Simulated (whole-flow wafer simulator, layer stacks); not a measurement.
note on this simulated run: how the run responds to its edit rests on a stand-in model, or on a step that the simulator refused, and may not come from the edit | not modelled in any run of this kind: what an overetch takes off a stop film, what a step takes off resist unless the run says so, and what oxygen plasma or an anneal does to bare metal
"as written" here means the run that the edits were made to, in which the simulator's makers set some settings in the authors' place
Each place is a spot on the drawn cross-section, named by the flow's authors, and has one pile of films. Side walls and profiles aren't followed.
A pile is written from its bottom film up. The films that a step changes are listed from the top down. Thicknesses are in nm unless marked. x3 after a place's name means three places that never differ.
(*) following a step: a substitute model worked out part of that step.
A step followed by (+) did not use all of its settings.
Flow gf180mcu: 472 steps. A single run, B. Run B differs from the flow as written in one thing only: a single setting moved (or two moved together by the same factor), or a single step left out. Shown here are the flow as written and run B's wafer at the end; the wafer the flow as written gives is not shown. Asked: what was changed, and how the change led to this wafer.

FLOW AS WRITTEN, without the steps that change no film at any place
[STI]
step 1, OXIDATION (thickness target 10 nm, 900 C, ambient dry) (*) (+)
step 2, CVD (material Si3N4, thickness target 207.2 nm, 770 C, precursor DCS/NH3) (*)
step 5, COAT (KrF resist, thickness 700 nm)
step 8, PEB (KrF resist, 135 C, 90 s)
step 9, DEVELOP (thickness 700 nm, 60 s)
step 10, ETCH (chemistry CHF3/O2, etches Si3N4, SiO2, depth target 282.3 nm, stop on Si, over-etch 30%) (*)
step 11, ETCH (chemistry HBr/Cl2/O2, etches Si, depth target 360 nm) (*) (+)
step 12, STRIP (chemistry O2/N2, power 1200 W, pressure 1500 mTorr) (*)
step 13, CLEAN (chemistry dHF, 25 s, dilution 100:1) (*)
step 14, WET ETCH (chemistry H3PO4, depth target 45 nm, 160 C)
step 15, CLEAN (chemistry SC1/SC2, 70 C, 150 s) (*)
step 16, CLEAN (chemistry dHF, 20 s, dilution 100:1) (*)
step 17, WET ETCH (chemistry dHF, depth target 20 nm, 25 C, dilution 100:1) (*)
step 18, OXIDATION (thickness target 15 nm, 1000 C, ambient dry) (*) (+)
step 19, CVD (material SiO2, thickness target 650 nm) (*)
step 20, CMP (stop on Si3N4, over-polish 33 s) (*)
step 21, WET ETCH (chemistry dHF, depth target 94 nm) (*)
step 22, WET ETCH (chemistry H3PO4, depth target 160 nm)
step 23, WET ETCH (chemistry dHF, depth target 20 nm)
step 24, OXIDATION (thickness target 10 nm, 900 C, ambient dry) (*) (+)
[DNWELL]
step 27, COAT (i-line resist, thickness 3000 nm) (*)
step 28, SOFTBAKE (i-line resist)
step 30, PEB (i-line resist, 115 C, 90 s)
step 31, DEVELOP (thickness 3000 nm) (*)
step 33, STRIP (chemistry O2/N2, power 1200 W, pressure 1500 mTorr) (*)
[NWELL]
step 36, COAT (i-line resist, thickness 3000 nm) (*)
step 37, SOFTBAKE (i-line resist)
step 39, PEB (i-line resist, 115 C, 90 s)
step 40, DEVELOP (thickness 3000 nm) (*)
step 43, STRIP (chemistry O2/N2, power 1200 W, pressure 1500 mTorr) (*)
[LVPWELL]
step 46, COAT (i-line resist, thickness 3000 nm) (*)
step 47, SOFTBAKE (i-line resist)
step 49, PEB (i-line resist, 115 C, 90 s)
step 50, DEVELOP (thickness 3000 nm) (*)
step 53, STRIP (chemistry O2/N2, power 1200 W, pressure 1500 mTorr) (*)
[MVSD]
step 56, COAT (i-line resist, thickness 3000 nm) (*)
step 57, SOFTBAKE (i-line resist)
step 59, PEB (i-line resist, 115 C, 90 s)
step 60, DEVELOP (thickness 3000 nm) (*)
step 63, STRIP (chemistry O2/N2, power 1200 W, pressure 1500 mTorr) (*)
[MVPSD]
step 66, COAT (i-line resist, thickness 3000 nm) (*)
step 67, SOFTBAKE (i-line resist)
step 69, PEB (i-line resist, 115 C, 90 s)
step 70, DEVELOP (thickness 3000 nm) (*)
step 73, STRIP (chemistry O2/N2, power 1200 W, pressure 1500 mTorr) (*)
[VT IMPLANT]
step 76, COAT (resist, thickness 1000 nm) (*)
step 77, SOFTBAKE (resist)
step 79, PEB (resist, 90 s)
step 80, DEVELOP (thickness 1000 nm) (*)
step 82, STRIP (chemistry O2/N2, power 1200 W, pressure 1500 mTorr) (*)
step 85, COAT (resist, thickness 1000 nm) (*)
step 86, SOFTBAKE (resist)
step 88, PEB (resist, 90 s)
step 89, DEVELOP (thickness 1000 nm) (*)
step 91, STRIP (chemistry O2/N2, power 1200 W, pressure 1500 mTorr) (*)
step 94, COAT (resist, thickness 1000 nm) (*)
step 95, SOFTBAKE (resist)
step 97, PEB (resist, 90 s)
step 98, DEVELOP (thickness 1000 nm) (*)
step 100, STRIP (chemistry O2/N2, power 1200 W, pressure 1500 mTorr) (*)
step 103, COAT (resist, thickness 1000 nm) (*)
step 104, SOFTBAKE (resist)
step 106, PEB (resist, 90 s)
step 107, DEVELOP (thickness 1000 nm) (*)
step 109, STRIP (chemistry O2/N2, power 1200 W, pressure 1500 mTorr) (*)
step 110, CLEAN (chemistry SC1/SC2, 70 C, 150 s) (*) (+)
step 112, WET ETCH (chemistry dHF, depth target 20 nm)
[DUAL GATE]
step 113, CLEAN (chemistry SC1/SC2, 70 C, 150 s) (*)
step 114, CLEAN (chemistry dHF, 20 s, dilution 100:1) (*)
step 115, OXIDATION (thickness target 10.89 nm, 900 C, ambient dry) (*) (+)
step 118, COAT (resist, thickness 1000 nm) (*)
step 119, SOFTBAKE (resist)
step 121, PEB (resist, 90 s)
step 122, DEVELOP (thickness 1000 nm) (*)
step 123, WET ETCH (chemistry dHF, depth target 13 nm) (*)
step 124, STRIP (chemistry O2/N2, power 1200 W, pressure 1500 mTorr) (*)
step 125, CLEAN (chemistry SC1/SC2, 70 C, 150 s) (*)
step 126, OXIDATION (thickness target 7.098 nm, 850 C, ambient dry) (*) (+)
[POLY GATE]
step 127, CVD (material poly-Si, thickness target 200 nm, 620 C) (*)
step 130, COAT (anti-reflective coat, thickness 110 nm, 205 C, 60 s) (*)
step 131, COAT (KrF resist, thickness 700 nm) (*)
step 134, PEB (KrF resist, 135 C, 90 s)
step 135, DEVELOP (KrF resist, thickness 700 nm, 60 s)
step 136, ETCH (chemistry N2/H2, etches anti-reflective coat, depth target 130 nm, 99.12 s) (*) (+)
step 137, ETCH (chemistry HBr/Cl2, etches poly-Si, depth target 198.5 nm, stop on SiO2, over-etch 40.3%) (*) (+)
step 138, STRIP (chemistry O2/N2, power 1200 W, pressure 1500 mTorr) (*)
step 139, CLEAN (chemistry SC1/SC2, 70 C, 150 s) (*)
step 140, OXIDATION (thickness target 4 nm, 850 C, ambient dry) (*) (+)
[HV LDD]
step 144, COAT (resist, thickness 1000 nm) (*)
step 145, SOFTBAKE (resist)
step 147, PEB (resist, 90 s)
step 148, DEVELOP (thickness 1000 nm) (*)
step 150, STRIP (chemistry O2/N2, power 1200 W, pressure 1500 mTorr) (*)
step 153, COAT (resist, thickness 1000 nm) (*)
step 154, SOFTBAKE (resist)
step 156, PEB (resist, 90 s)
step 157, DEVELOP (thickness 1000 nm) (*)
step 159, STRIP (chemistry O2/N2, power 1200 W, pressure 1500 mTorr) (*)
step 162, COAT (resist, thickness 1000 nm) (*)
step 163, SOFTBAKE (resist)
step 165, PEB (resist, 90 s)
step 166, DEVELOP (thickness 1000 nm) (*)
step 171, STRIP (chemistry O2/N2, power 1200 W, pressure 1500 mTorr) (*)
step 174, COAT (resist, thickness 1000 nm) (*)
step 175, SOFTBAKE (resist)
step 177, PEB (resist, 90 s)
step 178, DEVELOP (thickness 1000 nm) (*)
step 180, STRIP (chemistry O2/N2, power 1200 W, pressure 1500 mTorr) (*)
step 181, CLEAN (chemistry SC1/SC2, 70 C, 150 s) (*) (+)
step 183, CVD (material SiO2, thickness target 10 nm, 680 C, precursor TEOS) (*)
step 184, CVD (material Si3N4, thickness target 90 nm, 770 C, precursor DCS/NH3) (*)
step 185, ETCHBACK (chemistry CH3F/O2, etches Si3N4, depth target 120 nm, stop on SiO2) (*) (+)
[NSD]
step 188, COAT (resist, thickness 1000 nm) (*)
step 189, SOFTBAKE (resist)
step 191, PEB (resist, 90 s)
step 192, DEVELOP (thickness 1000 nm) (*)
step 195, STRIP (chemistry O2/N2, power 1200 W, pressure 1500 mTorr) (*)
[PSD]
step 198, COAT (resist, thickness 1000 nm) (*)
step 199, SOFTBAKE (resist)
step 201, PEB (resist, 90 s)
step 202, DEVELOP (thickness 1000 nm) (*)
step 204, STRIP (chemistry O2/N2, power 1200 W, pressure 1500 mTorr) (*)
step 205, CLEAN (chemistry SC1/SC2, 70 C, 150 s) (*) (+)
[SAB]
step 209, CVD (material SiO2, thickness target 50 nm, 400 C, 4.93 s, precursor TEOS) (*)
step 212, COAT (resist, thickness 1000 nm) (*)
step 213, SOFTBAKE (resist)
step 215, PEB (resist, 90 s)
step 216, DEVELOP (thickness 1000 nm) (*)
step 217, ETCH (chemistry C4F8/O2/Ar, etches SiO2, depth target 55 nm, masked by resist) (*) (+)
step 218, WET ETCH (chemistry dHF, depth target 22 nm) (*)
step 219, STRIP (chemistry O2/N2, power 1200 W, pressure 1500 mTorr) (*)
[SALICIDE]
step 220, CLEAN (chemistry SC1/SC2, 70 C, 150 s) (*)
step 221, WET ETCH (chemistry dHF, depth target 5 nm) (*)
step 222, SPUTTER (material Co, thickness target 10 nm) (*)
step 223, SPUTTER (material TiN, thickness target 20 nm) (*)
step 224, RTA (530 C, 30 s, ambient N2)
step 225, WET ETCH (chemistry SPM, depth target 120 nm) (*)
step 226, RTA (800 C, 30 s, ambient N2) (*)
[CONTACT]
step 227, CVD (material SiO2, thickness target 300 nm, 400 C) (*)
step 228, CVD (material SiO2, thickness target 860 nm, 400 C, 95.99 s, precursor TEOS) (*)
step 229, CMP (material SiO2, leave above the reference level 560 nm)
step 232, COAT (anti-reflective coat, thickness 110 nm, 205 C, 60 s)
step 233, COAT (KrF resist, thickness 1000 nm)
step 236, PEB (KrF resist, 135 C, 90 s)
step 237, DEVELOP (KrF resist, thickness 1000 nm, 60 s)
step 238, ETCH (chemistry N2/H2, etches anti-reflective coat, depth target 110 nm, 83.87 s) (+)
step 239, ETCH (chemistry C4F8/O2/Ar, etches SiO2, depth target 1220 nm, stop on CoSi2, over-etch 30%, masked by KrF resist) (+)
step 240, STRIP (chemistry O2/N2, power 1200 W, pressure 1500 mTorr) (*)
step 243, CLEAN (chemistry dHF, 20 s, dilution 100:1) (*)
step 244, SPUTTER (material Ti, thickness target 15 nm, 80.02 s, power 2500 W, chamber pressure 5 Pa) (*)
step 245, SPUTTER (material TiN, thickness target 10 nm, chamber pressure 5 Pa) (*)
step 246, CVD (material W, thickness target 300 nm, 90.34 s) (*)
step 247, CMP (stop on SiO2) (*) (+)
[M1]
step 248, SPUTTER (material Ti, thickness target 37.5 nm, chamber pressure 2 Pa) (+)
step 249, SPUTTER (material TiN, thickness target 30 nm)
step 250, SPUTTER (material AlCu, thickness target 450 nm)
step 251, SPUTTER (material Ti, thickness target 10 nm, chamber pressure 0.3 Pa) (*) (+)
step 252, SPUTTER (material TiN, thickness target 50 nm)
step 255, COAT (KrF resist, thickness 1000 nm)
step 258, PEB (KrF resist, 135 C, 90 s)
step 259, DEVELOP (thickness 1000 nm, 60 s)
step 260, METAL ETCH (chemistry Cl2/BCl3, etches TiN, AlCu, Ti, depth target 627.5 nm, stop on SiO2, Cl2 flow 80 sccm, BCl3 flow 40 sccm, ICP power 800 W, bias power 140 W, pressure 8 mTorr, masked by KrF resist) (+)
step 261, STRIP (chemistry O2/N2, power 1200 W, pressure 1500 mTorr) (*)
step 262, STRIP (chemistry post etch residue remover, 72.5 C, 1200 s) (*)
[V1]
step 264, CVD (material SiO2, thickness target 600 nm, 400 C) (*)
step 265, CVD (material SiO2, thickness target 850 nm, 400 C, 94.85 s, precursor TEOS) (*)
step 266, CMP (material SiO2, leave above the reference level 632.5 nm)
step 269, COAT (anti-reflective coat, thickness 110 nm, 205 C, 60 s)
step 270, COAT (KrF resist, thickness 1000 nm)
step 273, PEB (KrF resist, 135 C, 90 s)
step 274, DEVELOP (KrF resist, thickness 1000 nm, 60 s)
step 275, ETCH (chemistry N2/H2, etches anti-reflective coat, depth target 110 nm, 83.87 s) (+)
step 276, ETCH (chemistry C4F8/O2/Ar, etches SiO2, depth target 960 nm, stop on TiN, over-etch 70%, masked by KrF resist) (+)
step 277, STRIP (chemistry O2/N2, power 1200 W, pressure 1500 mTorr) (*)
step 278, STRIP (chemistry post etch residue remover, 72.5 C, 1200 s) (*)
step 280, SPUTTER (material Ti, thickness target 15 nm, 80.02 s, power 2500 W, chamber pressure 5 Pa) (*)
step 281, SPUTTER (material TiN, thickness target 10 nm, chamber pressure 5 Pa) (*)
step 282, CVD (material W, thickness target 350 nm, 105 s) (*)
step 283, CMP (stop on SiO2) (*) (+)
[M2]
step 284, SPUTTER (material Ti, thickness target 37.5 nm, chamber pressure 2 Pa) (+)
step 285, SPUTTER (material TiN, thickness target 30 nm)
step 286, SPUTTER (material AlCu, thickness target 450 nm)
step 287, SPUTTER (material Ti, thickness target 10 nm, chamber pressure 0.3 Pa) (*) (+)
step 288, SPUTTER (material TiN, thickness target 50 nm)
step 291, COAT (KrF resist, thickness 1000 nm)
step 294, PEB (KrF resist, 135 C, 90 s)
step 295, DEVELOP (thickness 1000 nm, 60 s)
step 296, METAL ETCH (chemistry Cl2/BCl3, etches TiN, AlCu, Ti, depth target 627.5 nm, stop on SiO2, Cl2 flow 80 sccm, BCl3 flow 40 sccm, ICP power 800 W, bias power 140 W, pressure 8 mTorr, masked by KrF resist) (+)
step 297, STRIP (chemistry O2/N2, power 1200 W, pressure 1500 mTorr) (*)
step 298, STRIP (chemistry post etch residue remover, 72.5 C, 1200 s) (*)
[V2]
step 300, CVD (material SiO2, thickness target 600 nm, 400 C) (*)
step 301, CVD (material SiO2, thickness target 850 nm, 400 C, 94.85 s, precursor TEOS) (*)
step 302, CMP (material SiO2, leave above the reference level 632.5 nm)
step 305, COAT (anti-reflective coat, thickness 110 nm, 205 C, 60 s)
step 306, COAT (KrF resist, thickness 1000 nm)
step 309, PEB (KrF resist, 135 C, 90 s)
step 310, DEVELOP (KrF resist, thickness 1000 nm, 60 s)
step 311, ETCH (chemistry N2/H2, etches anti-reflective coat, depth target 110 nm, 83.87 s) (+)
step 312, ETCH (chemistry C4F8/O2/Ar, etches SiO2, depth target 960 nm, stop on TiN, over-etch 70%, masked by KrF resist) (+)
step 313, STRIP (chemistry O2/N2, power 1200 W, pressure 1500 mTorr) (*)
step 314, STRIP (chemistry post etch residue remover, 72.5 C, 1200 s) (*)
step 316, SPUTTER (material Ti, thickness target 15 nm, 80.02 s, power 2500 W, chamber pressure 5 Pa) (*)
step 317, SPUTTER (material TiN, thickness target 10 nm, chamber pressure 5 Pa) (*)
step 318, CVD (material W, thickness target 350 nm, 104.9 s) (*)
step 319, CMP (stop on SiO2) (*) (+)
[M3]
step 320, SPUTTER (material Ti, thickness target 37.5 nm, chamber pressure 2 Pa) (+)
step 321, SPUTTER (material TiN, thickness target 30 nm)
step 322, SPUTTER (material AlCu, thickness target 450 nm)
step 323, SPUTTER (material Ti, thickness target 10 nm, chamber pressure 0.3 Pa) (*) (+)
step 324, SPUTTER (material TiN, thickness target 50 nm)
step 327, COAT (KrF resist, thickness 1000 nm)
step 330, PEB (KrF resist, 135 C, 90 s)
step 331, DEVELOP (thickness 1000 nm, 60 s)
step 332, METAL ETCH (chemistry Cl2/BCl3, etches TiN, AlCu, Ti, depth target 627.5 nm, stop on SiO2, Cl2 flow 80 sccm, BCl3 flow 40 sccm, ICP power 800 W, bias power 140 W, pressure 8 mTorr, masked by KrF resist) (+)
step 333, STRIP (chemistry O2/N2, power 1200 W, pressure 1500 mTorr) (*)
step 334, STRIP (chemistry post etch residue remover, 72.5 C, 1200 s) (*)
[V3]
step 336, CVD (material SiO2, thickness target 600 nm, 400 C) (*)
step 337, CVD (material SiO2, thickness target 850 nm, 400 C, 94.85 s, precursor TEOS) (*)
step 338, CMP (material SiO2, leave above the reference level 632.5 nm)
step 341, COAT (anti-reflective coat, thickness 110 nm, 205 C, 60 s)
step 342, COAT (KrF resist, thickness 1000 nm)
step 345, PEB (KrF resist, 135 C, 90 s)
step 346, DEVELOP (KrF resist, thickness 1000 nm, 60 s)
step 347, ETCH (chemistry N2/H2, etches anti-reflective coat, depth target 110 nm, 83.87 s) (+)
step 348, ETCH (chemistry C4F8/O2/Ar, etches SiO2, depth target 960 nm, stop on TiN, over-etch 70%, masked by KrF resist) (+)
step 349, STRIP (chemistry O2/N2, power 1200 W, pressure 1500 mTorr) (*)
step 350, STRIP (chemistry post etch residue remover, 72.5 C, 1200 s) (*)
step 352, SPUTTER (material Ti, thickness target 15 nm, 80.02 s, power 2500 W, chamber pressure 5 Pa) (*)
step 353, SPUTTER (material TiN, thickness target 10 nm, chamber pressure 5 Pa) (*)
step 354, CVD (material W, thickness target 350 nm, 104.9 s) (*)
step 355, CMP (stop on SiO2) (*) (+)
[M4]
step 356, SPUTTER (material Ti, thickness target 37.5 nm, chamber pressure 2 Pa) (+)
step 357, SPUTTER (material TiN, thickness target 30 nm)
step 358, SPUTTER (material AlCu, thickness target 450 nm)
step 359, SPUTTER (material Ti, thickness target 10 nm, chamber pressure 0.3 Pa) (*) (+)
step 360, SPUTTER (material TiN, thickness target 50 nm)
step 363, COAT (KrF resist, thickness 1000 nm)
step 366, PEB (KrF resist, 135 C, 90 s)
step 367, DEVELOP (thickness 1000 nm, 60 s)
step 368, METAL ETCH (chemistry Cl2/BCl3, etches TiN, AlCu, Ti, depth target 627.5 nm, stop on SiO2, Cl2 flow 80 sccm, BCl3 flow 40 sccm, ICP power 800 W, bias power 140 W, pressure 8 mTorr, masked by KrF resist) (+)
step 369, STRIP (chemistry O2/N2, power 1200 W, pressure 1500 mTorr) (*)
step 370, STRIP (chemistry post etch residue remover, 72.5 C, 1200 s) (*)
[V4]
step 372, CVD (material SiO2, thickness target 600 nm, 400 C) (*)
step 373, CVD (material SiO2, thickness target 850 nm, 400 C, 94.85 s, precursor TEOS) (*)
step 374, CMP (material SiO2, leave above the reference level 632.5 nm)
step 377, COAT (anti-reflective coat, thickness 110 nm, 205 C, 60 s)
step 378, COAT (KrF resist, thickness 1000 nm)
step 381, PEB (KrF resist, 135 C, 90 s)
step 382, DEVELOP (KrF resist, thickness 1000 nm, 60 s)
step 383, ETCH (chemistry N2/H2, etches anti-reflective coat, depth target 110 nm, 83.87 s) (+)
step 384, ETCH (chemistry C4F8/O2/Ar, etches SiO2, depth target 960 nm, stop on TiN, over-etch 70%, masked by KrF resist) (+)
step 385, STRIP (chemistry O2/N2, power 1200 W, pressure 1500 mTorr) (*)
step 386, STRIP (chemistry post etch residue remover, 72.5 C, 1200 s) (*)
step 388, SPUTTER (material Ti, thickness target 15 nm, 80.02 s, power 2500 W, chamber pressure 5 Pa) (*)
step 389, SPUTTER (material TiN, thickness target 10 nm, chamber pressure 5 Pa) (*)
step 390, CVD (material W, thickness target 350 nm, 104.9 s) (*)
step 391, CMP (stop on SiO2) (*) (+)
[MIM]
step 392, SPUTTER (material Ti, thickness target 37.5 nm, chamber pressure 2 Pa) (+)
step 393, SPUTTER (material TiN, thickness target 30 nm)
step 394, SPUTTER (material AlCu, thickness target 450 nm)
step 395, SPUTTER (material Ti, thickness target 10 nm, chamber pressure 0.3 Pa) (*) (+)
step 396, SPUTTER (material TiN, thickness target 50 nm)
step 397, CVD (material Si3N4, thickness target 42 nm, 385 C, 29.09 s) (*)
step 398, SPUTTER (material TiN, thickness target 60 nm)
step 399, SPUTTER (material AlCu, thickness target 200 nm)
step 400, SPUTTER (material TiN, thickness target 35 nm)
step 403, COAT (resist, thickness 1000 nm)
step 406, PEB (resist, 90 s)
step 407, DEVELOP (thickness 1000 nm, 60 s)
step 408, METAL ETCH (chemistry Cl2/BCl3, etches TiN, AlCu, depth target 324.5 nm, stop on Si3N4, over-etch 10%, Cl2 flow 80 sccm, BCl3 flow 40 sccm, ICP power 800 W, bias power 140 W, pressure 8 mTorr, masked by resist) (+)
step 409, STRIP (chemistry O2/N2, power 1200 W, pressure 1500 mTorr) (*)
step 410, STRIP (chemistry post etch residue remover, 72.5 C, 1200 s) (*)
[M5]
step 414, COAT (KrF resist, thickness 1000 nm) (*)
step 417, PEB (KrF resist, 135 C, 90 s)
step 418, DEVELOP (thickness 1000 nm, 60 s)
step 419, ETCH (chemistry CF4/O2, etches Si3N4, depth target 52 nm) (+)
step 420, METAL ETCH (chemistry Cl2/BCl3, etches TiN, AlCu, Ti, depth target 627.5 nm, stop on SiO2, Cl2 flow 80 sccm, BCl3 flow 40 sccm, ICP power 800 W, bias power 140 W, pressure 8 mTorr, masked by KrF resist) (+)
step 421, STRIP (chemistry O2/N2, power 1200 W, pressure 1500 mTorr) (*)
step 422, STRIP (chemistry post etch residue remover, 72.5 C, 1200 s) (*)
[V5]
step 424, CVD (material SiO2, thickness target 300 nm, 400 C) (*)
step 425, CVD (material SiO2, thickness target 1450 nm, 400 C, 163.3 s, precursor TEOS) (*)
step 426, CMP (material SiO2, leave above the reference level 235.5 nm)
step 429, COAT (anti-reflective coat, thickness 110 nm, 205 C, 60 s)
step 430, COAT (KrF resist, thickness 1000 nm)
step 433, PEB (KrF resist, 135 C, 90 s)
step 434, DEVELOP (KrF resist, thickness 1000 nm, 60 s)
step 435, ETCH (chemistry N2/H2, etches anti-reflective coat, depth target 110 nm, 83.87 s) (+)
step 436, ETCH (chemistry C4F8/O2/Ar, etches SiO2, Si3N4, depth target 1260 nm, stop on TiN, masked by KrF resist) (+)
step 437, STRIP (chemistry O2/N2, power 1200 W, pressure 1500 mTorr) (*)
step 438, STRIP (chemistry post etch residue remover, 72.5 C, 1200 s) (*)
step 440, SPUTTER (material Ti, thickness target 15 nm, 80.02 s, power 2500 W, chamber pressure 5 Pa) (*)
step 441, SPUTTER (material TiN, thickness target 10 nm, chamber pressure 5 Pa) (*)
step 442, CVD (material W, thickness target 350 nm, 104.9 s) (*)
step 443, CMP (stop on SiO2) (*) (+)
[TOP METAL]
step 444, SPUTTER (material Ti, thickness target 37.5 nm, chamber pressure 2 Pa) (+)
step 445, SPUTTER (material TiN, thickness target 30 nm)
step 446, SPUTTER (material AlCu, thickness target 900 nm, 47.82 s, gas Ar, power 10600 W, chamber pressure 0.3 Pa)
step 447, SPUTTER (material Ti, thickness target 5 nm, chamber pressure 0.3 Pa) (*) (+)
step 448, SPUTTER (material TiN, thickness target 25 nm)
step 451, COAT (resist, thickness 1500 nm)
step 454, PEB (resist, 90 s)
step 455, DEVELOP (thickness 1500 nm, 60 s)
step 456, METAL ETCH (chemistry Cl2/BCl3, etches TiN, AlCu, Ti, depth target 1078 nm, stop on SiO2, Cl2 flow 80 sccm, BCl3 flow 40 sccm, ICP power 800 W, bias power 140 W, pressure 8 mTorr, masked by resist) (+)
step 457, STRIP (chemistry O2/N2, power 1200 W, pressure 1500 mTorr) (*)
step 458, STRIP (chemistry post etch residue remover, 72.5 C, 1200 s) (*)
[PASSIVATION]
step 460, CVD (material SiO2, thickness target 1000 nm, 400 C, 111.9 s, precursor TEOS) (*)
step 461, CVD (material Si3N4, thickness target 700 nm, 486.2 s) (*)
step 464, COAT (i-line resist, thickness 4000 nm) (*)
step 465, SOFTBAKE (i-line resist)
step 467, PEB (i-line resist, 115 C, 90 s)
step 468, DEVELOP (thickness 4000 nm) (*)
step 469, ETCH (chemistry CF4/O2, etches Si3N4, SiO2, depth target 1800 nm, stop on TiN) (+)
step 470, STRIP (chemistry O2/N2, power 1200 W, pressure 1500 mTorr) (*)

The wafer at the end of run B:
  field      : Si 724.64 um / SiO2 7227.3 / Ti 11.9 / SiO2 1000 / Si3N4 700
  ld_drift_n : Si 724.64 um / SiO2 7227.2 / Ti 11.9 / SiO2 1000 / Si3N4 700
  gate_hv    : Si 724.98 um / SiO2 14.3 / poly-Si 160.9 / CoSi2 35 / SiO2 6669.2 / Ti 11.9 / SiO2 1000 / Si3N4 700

What caused this: step 446, SPUTTER: 52.6 s was run, while the flow as written has 47.82 s.

Step by step, how the change led to this:
  step 446, SPUTTER (material AlCu, thickness target 900 nm, 47.82 s, gas Ar, power 10600 W, chamber pressure 0.3 Pa)
      field, field__w1, field__w2 and 109 more: +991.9 AlCu (new film) (in the flow as written it would be: +900 AlCu (new film))
  step 456, METAL ETCH (chemistry Cl2/BCl3, etches TiN, AlCu, Ti, depth target 1078 nm, stop on SiO2, Cl2 flow 80 sccm, BCl3 flow 40 sccm, ICP power 800 W, bias power 140 W, pressure 8 mTorr, masked by resist) (+)
      field, field__w1, field__w2 and 103 more: -25 TiN (all of it), -5 Ti (all of it), -991.9 AlCu (all of it), -30 TiN (all of it), -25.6 Ti (in the flow as written it would be: -25 TiN (all of it), -5 Ti (all of it), -900 AlCu (all of it), -30 TiN (all of it), -37.5 Ti (all of it))
  step 460, CVD (material SiO2, thickness target 1000 nm, 400 C, 111.9 s, precursor TEOS) (*)
      field, field__w1, field__w2 and 103 more: +1000 SiO2 (new film) (in the flow as written it would be: +1000 SiO2)
  step 464, COAT (i-line resist, thickness 4000 nm) (*)
      field__w8: +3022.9 i-line resist (new film) (in the flow as written it would be: +3093.1 i-line resist (new film))
      contact: +3063.6 i-line resist (new film) (in the flow as written it would be: +3153.6 i-line resist (new film))
      (and at 4 other places as well)
  step 465, SOFTBAKE (i-line resist)
      field__w5, field__w9: +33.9 i-line resist (in the flow as written it would be: +37.3 i-line resist)
      field__w11, field__w13: +35.2 i-line resist (in the flow as written it would be: +37.9 i-line resist)
      (and at 59 other places as well)
  step 467, PEB (i-line resist, 115 C, 90 s)
      field__w8, m1__w1: -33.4 i-line resist (in the flow as written it would be: -34.7 i-line resist)
      contact, m1: -33.7 i-line resist (in the flow as written it would be: -35.1 i-line resist)
      (and at 2 other places as well)
  step 468, DEVELOP (thickness 4000 nm) (*)
      pad: -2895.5 i-line resist (all of it) (in the flow as written it would be: -2974.8 i-line resist (all of it))
  step 470, STRIP (chemistry O2/N2, power 1200 W, pressure 1500 mTorr) (*)
      field__w8, m1__w1: -1710.6 i-line resist (all of it) (in the flow as written it would be: -1787.7 i-line resist (all of it))
      contact: -1727.3 i-line resist (all of it) (in the flow as written it would be: -1811.2 i-line resist (all of it))
      (and at 2 other places as well)
If metal films that touch count as one body, field has 1 body; the flow as written gives 0 bodies.
If metal films that touch count as one body, ld_drift_n has 1 body; the flow as written gives 0 bodies.
If metal films that touch count as one body, gate_hv has 2 bodies (between them, from the top down: SiO2 6669.2); the flow as written gives 1 body.
